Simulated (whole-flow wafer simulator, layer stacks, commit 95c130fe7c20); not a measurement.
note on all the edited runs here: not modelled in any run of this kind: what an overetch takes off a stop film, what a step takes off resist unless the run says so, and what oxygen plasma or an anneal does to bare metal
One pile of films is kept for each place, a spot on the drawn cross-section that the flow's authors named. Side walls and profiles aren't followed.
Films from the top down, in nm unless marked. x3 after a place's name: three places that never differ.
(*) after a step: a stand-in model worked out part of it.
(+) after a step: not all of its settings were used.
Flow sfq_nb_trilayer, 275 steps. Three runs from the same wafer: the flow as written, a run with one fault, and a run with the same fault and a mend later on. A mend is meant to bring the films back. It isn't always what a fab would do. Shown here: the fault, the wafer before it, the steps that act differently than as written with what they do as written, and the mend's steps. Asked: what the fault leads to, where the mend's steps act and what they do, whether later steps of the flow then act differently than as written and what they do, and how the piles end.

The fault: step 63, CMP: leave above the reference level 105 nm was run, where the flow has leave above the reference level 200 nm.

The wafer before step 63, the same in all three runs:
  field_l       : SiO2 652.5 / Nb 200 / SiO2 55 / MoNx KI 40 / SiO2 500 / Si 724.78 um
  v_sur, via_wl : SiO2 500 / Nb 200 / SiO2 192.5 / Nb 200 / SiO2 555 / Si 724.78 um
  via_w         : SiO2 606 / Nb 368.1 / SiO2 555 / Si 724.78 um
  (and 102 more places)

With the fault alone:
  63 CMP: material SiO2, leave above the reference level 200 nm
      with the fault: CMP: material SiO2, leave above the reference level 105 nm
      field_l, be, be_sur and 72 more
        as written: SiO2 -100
        with the fault: SiO2 -195
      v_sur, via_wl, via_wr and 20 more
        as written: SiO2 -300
        with the fault: SiO2 -395
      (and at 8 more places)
  Later steps of the flow that act differently than as written (3 more steps differ only slightly, by at most 2% or 0.5 nm, whichever is larger, and aren't shown):
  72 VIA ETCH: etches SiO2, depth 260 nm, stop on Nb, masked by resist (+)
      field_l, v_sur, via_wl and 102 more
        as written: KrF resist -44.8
        with the fault: KrF resist -27.1
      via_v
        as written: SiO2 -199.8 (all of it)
        with the fault: SiO2 -104.8 (all of it)
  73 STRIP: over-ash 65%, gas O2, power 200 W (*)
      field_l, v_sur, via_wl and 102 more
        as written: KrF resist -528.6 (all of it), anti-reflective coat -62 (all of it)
        with the fault: KrF resist -546.3 (all of it), anti-reflective coat -62 (all of it)
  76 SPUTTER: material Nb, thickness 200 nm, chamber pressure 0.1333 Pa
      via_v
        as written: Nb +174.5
        with the fault: Nb +193
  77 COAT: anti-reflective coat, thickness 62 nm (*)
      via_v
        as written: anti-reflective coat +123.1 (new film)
        with the fault: anti-reflective coat +105 (new film)
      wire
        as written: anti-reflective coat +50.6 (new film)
        with the fault: anti-reflective coat +48.9 (new film)
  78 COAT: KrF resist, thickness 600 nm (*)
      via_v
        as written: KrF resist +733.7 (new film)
        with the fault: KrF resist +653 (new film)
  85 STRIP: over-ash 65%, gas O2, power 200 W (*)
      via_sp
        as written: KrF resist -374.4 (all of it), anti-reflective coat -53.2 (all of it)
        with the fault: KrF resist -382.6 (all of it), anti-reflective coat -52.4 (all of it)
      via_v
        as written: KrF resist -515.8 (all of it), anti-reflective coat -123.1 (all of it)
        with the fault: KrF resist -435.2 (all of it), anti-reflective coat -105 (all of it)
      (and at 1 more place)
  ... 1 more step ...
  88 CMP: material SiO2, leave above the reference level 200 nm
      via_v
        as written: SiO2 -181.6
        with the fault: SiO2 -189
  At the end the piles differ from the flow's by more than 2% or 0.5 nm, whichever is larger, at field_l, v_sur, via_wl and 103 more.
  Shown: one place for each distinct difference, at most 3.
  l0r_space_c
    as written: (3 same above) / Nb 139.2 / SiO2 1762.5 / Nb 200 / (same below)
    with the fault: (3 same above) / Nb 139.2 / SiO2 1667.5 / Nb 200 / (same below)
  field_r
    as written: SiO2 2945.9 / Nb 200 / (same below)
    with the fault: SiO2 2850.9 / Nb 200 / (same below)
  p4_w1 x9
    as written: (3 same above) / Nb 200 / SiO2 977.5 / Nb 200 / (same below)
    with the fault: (3 same above) / Nb 200 / SiO2 882.5 / Nb 200 / (same below)

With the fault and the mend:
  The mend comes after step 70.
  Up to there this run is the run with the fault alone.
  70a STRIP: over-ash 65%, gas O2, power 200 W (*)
      field_l, v_sur, via_wl and 102 more
        KrF resist -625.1 (all of it), anti-reflective coat -62 (all of it)
      via_v
        anti-reflective coat -62 (all of it)
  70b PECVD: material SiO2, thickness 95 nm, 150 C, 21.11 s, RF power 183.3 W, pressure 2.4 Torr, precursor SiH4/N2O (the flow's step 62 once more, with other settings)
      field_l, v_sur, via_wl and 103 more
        SiO2 +95
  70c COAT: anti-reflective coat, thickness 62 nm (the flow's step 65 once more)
      field_l, v_sur, via_wl and 103 more
        anti-reflective coat +62 (new film)
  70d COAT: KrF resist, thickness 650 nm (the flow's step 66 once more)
      field_l, v_sur, via_wl and 103 more
        KrF resist +650 (new film)
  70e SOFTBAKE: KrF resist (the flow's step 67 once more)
      changes no film at any place that is followed
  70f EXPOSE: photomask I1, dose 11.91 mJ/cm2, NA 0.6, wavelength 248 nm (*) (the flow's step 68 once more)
      changes no film at any place that is followed
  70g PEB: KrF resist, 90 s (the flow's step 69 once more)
      field_l, v_sur, via_wl and 103 more
        KrF resist -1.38
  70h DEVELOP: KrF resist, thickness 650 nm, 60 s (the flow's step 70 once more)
      field_l, v_sur, via_wl and 102 more
        KrF resist -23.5
      via_v
        KrF resist -648.6 (all of it)
  No later step of the flow acts differently than as written, at any place that is followed, by more than 2% or 0.5 nm, whichever is larger.
  At the end the piles are the same as the flow's at every place that both follow.
